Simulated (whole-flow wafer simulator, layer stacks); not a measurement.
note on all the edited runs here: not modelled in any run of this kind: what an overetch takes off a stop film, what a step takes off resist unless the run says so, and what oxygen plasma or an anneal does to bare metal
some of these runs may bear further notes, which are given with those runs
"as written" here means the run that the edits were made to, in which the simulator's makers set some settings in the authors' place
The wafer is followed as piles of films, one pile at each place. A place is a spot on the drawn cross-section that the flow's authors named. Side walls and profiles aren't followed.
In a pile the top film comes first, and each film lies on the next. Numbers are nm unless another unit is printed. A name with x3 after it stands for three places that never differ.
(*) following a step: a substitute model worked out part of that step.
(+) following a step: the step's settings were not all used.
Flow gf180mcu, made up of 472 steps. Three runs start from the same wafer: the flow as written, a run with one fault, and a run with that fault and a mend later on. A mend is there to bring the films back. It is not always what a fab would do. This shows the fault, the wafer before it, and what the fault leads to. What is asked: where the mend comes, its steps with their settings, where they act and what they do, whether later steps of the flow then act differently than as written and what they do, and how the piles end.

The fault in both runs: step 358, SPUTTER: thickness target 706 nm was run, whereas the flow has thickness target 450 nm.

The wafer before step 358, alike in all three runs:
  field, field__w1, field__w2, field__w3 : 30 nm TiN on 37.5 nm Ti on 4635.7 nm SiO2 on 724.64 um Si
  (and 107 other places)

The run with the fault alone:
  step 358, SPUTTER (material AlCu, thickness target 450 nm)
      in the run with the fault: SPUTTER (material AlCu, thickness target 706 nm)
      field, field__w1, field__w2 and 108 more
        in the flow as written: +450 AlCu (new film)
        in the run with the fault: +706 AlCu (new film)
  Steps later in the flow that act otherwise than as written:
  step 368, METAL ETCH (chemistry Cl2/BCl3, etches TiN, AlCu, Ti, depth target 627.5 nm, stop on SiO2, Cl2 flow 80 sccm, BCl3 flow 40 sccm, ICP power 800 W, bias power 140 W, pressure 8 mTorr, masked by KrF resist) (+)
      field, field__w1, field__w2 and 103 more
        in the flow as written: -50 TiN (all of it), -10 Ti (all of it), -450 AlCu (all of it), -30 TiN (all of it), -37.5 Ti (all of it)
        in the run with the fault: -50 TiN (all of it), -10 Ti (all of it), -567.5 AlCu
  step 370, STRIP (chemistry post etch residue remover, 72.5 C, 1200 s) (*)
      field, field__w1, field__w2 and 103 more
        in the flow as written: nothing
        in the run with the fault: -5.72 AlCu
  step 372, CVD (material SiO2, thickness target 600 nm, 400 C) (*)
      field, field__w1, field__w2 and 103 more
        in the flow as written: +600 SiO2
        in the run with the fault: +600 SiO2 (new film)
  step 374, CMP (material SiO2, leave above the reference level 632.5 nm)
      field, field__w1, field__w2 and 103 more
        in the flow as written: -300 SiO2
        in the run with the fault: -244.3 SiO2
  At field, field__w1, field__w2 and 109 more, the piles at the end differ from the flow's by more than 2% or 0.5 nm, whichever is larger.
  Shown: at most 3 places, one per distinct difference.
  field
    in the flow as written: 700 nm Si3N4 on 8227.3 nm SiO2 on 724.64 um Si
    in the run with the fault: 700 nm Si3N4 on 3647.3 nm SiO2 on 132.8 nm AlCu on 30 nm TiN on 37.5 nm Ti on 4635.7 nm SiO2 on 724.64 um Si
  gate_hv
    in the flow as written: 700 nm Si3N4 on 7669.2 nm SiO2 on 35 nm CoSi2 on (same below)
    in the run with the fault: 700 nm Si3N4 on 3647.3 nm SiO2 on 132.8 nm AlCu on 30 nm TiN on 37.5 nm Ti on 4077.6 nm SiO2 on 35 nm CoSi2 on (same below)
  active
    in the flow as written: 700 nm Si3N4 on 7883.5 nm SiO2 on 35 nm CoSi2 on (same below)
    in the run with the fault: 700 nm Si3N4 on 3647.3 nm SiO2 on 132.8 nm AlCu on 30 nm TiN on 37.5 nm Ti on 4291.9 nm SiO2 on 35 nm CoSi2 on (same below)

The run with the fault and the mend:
  The mend follows step 358.
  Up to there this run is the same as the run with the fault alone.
  step 358a, METAL ETCH (chemistry Cl2/BCl3, etches TiN, AlCu, Ti, depth target 256 nm, Cl2 flow 80 sccm, BCl3 flow 40 sccm, ICP power 800 W, bias power 140 W, pressure 8 mTorr) (the flow's step 260 again, with other settings)
      field, field__w1, field__w2 and 108 more
        -256 AlCu
  Every later step of the flow that is run acts as written at every place that is followed.
  At every place that both follow, the piles at the end match the flow's.
